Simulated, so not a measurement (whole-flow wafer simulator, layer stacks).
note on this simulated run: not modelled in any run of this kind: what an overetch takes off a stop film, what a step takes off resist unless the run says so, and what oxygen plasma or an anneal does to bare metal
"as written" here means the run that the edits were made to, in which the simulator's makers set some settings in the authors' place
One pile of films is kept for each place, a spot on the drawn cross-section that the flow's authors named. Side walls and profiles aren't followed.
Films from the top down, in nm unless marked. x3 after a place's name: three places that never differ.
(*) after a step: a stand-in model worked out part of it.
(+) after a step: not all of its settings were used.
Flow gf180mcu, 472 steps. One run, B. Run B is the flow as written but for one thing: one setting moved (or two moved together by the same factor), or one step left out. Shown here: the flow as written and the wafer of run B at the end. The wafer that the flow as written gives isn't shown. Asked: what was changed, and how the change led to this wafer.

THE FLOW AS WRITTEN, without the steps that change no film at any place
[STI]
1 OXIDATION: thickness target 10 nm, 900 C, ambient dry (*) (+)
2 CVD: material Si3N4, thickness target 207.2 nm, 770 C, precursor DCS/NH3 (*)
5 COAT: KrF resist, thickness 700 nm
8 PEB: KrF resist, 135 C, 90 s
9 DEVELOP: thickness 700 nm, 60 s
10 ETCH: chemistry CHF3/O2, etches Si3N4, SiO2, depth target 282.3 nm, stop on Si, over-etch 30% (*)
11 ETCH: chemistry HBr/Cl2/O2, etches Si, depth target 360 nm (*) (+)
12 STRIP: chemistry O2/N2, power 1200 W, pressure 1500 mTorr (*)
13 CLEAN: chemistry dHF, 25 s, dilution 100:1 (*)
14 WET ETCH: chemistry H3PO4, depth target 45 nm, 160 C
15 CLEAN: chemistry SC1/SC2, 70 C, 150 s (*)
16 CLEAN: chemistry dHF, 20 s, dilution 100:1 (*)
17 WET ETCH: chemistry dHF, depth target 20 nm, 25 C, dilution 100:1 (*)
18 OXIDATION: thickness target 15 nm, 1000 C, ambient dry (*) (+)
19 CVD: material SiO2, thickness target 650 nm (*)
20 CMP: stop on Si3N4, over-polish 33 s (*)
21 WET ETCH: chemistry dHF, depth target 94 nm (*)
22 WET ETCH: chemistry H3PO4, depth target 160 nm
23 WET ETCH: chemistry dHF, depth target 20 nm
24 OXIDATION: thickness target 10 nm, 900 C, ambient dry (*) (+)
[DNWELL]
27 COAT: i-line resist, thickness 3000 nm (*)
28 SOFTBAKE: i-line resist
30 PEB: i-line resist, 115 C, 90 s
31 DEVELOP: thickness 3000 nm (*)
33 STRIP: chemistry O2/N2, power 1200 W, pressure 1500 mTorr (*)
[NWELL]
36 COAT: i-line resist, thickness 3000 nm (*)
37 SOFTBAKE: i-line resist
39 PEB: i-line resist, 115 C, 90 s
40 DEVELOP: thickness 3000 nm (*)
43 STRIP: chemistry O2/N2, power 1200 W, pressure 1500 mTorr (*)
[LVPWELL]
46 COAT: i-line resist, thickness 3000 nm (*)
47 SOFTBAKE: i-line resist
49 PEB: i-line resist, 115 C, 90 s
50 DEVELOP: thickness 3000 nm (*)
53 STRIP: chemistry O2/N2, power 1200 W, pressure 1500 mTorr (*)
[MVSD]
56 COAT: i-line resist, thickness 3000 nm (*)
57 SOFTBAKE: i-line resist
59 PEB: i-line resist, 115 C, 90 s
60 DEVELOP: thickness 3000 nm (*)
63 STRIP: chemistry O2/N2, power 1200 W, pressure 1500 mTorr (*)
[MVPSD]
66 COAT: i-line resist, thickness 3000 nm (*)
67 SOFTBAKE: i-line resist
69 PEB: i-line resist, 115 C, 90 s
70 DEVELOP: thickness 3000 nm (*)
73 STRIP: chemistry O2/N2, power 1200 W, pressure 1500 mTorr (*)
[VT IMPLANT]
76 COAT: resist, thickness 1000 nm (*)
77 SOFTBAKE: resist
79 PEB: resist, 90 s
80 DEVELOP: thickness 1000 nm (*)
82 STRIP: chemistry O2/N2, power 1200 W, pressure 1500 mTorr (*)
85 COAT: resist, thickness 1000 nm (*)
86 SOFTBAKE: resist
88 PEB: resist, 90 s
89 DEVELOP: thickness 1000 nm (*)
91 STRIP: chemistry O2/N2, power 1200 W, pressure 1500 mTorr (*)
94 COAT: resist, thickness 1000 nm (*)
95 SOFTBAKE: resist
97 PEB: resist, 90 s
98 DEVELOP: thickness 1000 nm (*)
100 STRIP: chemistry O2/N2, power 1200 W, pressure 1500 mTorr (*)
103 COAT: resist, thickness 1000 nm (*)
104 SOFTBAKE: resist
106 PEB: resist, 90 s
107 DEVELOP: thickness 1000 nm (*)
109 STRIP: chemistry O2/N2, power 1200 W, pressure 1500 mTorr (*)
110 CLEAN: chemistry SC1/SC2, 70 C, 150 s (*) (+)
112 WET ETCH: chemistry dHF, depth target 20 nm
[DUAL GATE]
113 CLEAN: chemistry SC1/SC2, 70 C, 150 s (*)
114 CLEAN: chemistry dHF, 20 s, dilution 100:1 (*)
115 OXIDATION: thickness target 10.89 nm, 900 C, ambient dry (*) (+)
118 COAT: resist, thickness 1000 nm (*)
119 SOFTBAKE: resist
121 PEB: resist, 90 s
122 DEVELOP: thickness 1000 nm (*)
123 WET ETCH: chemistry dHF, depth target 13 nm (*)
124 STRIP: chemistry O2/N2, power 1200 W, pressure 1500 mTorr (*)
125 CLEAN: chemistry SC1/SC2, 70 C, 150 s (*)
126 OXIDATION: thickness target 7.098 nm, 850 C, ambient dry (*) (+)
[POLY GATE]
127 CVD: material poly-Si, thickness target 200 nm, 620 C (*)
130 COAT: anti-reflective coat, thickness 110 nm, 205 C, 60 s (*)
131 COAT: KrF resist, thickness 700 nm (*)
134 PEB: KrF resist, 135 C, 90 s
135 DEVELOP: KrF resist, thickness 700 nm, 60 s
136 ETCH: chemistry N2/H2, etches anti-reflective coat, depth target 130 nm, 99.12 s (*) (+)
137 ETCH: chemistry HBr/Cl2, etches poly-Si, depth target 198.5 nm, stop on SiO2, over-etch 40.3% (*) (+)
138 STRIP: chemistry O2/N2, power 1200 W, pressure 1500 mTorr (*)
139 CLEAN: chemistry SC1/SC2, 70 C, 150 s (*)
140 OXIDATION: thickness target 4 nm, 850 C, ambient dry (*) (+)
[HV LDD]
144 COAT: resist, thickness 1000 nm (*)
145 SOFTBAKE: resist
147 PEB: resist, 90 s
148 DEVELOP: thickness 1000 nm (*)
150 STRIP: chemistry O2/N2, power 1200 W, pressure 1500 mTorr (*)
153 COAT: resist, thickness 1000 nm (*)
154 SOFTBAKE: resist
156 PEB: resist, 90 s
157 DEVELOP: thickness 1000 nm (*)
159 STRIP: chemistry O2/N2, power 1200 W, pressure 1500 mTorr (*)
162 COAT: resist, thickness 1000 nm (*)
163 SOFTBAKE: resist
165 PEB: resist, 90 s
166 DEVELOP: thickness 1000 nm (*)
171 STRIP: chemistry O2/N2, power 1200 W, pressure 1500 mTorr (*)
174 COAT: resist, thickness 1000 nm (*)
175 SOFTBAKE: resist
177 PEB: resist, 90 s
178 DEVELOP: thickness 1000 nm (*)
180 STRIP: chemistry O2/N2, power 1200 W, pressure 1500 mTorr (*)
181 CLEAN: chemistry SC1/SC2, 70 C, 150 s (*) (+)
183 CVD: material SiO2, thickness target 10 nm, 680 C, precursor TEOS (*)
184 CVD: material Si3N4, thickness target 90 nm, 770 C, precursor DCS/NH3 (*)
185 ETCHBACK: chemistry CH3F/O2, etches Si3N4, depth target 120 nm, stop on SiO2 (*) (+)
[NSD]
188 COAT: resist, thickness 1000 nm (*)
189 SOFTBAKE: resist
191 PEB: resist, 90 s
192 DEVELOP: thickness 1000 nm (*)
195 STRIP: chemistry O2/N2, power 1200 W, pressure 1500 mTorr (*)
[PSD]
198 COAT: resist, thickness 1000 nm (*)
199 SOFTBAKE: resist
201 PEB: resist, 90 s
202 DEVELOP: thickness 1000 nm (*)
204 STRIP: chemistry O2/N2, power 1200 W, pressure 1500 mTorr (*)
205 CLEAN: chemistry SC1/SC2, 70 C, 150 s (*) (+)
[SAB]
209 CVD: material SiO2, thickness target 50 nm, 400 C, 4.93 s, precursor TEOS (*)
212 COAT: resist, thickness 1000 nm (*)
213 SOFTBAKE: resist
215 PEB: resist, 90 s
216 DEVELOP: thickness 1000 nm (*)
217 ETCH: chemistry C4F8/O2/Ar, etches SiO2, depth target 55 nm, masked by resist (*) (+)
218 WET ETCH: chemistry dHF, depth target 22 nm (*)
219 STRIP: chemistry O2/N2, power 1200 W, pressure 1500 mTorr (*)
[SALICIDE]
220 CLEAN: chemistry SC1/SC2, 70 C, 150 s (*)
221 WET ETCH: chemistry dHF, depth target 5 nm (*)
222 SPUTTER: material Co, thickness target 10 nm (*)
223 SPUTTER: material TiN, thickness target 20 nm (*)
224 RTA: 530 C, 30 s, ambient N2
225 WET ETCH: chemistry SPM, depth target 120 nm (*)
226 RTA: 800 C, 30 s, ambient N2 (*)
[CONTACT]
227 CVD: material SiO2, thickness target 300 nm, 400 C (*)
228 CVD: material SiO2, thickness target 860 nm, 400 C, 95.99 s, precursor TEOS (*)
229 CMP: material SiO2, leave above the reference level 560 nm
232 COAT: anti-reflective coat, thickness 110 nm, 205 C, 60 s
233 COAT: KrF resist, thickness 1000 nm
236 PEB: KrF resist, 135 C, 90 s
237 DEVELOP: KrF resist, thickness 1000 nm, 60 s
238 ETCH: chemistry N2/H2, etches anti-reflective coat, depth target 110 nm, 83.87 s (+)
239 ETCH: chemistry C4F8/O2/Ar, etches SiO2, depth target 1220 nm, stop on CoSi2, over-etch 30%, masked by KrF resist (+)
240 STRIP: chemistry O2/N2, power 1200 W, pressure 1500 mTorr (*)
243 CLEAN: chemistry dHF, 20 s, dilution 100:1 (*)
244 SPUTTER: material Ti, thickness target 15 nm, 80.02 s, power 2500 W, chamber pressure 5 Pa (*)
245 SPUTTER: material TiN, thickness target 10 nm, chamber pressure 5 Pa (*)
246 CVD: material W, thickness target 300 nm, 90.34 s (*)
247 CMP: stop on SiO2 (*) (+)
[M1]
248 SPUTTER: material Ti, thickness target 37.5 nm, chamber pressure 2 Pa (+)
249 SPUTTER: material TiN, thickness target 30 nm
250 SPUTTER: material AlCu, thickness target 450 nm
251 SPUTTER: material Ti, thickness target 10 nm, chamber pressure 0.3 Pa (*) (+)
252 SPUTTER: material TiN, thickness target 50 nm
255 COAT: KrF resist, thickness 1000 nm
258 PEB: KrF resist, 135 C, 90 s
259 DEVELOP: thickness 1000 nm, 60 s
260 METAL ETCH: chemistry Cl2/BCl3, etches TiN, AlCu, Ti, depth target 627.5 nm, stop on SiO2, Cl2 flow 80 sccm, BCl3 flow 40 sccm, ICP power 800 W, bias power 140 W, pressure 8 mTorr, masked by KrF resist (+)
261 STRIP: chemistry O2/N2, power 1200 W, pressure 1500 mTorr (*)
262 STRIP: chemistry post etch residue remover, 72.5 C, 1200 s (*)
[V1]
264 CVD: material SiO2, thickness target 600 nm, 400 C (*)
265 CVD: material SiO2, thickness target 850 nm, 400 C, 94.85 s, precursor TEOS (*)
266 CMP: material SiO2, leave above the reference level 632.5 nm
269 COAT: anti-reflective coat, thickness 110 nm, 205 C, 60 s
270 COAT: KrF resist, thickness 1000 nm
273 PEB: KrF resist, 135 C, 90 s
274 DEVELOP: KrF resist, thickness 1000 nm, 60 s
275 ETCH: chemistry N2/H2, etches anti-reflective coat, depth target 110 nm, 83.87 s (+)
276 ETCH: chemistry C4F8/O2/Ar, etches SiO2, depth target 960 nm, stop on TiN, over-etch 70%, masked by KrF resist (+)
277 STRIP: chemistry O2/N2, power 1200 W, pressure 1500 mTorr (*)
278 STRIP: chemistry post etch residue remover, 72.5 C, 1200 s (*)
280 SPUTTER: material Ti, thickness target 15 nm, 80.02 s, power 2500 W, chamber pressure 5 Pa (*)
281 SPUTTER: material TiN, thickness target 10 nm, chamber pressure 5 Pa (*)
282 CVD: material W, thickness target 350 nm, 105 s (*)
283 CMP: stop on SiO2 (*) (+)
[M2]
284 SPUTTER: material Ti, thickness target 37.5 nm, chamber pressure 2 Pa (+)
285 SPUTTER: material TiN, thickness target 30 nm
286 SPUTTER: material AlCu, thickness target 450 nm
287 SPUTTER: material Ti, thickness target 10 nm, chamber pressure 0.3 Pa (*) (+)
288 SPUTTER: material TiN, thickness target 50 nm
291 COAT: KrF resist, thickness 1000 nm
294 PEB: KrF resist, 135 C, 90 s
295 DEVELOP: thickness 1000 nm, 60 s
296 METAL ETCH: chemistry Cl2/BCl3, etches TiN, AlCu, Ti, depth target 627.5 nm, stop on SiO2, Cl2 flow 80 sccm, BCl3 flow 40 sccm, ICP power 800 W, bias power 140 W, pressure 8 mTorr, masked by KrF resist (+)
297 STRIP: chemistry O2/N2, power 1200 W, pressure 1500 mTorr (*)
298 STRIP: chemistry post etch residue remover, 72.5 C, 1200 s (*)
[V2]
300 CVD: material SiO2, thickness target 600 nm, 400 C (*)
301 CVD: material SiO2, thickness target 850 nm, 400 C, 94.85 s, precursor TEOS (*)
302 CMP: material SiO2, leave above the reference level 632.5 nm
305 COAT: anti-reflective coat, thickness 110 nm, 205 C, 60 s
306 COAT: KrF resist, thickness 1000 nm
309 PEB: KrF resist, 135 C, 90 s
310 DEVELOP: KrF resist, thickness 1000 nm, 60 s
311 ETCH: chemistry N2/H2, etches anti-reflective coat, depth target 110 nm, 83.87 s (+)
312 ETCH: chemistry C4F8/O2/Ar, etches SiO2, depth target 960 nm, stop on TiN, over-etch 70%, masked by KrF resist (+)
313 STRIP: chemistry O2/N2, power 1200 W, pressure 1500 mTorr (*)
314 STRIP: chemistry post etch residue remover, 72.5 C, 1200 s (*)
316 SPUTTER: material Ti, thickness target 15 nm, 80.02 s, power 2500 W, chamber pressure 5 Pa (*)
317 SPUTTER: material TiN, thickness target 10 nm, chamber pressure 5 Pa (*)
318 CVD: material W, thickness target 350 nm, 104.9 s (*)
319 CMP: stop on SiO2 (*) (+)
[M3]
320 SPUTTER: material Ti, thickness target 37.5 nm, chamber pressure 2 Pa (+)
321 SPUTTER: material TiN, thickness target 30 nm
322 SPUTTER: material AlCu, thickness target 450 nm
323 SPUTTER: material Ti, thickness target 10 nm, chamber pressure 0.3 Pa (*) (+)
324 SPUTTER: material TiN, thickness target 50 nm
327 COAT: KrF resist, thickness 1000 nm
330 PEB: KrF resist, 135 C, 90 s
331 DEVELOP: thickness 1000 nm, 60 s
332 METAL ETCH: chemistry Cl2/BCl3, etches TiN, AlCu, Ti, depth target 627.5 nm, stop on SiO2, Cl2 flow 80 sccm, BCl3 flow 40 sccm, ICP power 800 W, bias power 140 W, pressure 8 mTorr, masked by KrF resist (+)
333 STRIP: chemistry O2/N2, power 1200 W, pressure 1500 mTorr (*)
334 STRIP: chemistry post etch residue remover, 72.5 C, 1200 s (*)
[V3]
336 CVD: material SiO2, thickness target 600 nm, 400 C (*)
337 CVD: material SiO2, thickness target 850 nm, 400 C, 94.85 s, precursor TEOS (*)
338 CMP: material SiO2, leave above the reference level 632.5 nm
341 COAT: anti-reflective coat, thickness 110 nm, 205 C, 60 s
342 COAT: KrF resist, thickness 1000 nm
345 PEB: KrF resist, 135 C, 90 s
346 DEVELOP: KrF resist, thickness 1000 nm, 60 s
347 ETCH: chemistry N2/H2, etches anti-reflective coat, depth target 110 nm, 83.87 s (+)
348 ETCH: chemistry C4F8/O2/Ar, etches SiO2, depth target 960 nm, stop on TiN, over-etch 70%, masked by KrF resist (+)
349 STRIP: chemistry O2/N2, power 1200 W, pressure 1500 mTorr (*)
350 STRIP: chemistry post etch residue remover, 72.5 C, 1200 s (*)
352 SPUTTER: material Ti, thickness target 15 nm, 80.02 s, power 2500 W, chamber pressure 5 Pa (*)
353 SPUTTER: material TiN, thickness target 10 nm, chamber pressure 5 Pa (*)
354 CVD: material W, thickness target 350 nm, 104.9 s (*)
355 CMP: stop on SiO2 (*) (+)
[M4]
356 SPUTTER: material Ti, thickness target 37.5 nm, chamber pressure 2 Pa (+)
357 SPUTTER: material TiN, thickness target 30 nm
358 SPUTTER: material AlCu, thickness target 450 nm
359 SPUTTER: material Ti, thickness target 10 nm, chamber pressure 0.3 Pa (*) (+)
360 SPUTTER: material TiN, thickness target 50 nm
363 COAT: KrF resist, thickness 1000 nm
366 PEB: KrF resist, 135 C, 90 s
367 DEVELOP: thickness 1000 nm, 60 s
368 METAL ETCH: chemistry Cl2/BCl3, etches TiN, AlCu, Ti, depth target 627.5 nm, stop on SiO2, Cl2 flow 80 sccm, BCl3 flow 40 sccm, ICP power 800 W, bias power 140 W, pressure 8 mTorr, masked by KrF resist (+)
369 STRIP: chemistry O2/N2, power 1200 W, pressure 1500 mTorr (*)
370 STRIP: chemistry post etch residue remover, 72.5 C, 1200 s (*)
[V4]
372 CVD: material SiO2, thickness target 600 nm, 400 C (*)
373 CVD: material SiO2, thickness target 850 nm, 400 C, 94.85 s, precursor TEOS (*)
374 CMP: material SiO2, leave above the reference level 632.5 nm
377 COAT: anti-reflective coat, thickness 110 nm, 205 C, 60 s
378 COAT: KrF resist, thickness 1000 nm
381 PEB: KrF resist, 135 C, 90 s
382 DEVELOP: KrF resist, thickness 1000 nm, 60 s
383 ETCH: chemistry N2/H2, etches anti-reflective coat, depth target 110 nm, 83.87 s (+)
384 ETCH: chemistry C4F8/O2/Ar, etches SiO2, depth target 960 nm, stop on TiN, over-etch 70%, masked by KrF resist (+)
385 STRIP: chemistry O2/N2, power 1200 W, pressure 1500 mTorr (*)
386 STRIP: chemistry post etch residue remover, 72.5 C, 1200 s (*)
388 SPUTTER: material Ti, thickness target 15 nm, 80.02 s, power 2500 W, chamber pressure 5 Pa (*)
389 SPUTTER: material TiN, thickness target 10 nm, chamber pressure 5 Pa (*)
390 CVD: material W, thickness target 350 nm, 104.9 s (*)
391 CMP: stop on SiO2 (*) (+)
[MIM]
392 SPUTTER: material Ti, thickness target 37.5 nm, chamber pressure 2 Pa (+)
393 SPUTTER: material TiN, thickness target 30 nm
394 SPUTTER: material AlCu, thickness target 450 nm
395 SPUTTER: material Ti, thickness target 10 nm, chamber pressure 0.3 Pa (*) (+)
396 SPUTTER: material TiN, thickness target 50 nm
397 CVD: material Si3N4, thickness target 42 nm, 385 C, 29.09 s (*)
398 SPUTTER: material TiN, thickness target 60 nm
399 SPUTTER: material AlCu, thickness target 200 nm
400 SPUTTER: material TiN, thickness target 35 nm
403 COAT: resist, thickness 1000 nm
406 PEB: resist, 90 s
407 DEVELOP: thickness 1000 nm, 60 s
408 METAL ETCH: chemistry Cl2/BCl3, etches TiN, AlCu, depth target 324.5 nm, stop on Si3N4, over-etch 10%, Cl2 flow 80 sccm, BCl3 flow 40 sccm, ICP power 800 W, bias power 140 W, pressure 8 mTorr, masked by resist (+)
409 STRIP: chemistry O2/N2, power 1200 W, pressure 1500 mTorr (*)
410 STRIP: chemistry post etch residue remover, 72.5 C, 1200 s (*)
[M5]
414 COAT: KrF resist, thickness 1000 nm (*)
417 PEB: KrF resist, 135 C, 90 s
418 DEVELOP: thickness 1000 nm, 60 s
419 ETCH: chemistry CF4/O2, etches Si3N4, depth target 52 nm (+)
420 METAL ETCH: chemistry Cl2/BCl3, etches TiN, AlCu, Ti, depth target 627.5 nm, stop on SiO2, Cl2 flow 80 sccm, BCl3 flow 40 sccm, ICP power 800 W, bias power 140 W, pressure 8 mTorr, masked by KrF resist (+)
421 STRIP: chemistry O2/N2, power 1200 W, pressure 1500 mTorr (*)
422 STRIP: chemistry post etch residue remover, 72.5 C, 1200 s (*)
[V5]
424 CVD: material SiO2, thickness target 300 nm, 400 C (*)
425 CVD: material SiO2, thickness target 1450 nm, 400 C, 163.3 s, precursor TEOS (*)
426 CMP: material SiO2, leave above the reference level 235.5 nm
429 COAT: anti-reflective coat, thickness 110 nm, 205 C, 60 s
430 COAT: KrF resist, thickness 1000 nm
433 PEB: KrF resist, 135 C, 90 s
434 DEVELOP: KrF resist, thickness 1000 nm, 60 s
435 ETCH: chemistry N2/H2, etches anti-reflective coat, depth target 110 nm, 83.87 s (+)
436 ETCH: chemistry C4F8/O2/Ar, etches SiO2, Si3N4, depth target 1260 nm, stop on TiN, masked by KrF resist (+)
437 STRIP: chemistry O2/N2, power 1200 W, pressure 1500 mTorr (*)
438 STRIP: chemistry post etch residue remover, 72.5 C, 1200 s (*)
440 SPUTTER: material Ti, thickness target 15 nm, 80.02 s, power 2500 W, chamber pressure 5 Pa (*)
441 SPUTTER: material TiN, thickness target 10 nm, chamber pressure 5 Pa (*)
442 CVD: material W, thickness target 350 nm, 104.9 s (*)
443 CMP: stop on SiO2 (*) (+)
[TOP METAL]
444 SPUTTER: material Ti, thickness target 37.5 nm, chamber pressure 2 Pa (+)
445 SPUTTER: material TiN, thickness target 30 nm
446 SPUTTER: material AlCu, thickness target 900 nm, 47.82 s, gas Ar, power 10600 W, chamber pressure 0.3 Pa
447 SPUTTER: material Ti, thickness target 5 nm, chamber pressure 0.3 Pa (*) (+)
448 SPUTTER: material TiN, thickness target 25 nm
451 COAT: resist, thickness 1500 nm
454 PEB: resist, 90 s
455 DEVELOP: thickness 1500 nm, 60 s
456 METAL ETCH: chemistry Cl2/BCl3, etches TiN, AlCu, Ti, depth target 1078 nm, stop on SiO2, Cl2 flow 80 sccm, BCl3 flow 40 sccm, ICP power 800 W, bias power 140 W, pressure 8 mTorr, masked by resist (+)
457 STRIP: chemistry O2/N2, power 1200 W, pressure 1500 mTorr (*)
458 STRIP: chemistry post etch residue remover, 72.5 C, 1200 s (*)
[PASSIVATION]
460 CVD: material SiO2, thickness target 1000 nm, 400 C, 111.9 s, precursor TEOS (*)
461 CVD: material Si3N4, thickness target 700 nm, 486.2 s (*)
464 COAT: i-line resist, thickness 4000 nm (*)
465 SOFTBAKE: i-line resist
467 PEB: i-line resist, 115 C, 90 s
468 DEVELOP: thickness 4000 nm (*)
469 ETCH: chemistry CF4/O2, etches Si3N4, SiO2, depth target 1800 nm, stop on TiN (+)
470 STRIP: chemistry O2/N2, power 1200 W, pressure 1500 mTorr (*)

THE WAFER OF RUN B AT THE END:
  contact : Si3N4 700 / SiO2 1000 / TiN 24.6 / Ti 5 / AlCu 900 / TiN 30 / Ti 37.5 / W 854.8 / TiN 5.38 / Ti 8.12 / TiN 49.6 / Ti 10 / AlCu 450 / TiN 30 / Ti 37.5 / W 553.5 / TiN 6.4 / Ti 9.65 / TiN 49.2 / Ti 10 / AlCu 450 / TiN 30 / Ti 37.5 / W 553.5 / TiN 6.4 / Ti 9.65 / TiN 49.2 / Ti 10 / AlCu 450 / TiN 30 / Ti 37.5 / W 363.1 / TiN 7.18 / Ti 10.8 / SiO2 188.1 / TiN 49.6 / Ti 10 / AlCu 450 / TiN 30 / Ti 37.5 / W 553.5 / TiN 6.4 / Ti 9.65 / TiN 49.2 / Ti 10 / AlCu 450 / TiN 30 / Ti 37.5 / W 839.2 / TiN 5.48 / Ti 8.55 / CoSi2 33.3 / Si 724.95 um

The cause: step 312, ETCH: depth target 384 nm was run, where the flow has depth target 960 nm.

How the change led to this, step by step:
  312 ETCH: chemistry C4F8/O2/Ar, etches SiO2, depth target 960 nm, stop on TiN, over-etch 70%, masked by KrF resist (+)
      contact: SiO2 -384 (as written it would be: SiO2 -572.1 (all of it))
      field, field__w1, field__w2 and 107 more: KrF resist -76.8 (as written it would be: KrF resist -192)
  313 STRIP: chemistry O2/N2, power 1200 W, pressure 1500 mTorr (*)
      field, field__w1, field__w2 and 107 more: KrF resist -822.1 (all of it), anti-reflective coat -110 (all of it) (as written it would be: KrF resist -706.9 (all of it), anti-reflective coat -110 (all of it))
  316 SPUTTER: material Ti, thickness target 15 nm, 80.02 s, power 2500 W, chamber pressure 5 Pa (*)
      contact: Ti +10.8 (new film) (as written it would be: Ti +9.65 (new film))
  317 SPUTTER: material TiN, thickness target 10 nm, chamber pressure 5 Pa (*)
      contact: TiN +7.18 (new film) (as written it would be: TiN +6.4 (new film))
  318 CVD: material W, thickness target 350 nm, 104.9 s (*)
      contact: W +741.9 (new film) (as written it would be: W +932.3 (new film))
Counting metal films that touch as one body, contact has 2 bodies (between them, from the top down: SiO2 188.1); the flow as written gives 1 body.
